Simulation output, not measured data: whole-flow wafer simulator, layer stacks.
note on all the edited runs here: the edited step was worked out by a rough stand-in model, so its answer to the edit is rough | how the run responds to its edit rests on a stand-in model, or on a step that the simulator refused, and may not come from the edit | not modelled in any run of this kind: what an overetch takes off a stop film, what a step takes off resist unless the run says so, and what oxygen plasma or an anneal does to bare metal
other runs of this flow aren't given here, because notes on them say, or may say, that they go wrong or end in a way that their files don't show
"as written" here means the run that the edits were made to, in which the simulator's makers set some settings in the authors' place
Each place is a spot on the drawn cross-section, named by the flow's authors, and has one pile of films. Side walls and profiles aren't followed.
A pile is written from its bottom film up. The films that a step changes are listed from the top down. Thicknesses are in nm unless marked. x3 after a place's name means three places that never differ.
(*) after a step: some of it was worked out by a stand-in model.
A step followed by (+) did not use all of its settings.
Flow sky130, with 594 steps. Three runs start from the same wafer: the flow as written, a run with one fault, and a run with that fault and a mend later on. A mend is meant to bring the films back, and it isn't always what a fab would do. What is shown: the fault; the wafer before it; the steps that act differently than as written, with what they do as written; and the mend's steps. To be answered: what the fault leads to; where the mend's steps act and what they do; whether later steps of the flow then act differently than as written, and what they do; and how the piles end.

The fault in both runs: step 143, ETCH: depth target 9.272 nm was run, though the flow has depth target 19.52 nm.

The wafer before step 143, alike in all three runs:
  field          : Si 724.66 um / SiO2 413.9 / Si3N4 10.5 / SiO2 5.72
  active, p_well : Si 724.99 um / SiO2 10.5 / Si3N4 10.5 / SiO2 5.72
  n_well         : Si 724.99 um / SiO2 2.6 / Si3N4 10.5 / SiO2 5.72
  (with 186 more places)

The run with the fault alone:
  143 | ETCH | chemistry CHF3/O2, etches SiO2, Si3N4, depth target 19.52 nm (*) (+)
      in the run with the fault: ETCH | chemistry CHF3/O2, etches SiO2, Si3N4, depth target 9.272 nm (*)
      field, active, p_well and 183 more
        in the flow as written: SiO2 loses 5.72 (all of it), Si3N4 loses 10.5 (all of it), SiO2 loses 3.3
        in the run with the fault: SiO2 loses 5.72 (all of it), Si3N4 loses 3.55
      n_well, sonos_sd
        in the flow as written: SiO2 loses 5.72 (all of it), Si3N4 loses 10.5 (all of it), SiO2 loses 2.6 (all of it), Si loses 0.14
        in the run with the fault: SiO2 loses 5.72 (all of it), Si3N4 loses 3.55
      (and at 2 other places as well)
  Steps further on in the flow that do not act as written (not shown: 44 more steps that differ only slightly, by at most 2% or 0.5 nm, whichever is larger):
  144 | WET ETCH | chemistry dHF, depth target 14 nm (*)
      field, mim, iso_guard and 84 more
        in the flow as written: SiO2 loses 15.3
        in the run with the fault: Si3N4 loses 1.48
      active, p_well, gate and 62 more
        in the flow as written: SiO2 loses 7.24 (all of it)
        in the run with the fault: Si3N4 loses 1.48
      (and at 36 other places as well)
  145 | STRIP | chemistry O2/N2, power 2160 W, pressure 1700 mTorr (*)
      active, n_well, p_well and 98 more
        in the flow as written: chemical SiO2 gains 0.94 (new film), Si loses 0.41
        in the run with the fault: nothing
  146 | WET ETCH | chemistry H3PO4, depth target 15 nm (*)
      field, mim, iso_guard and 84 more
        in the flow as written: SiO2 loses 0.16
        in the run with the fault: Si3N4 loses 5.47 (all of it), SiO2 loses 0.1
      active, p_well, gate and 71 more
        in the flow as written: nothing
        in the run with the fault: Si3N4 loses 5.47 (all of it)
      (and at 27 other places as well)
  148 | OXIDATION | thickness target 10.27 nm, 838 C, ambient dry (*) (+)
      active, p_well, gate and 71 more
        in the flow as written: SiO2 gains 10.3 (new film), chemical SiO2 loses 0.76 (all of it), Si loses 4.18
        in the run with the fault: SiO2 gains 6.52, Si loses 2.87
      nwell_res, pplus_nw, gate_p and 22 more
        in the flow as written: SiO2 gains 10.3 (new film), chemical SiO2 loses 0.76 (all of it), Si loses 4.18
        in the run with the fault: SiO2 gains 6.54, Si loses 2.88
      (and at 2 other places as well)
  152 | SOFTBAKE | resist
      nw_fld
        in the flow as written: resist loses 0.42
        in the run with the fault: resist gains 1.42
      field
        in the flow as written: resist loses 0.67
        in the run with the fault: resist loses 0.04
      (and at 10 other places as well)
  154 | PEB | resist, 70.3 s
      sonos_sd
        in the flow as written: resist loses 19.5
        in the run with the fault: resist loses 20.1
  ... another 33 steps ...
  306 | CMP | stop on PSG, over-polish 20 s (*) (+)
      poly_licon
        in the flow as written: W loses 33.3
        in the run with the fault: W loses 50.1
  At field, gate_hv, m1 and 127 more, the piles at the end differ from the flow's by more than 2% or 0.5 nm, whichever is larger.
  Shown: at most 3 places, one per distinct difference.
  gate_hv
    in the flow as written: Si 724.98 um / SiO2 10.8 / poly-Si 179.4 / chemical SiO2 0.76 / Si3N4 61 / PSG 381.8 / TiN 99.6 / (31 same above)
    in the run with the fault: Si 724.99 um / SiO2 17.1 / poly-Si 179.4 / chemical SiO2 0.76 / Si3N4 61 / PSG 375.5 / TiN 99.6 / (31 same above)
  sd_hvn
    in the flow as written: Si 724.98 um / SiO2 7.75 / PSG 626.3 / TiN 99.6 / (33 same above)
    in the run with the fault: Si 724.98 um / SiO2 13.9 / PSG 620.1 / TiN 99.6 / (33 same above)
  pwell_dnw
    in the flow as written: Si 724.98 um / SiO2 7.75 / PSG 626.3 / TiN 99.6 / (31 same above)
    in the run with the fault: Si 724.98 um / SiO2 13.9 / PSG 620.1 / TiN 99.6 / (31 same above)

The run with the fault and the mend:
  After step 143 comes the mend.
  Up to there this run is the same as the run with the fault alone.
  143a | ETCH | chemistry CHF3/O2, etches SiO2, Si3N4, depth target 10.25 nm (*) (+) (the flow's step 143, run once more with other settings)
      field, active, p_well and 183 more
        Si3N4 loses 6.95 (all of it), SiO2 loses 3.3
      n_well, sonos_sd
        Si3N4 loses 6.95 (all of it), SiO2 loses 2.6 (all of it), Si loses 0.14
      sonos_cell, sonos_cell_x
        resist loses 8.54
  None of the later steps of the flow differs from how it acts as written, at any place that is followed, by more than 2% or 0.5 nm, whichever is larger.
  At every place that both follow, the piles at the end match the flow's.
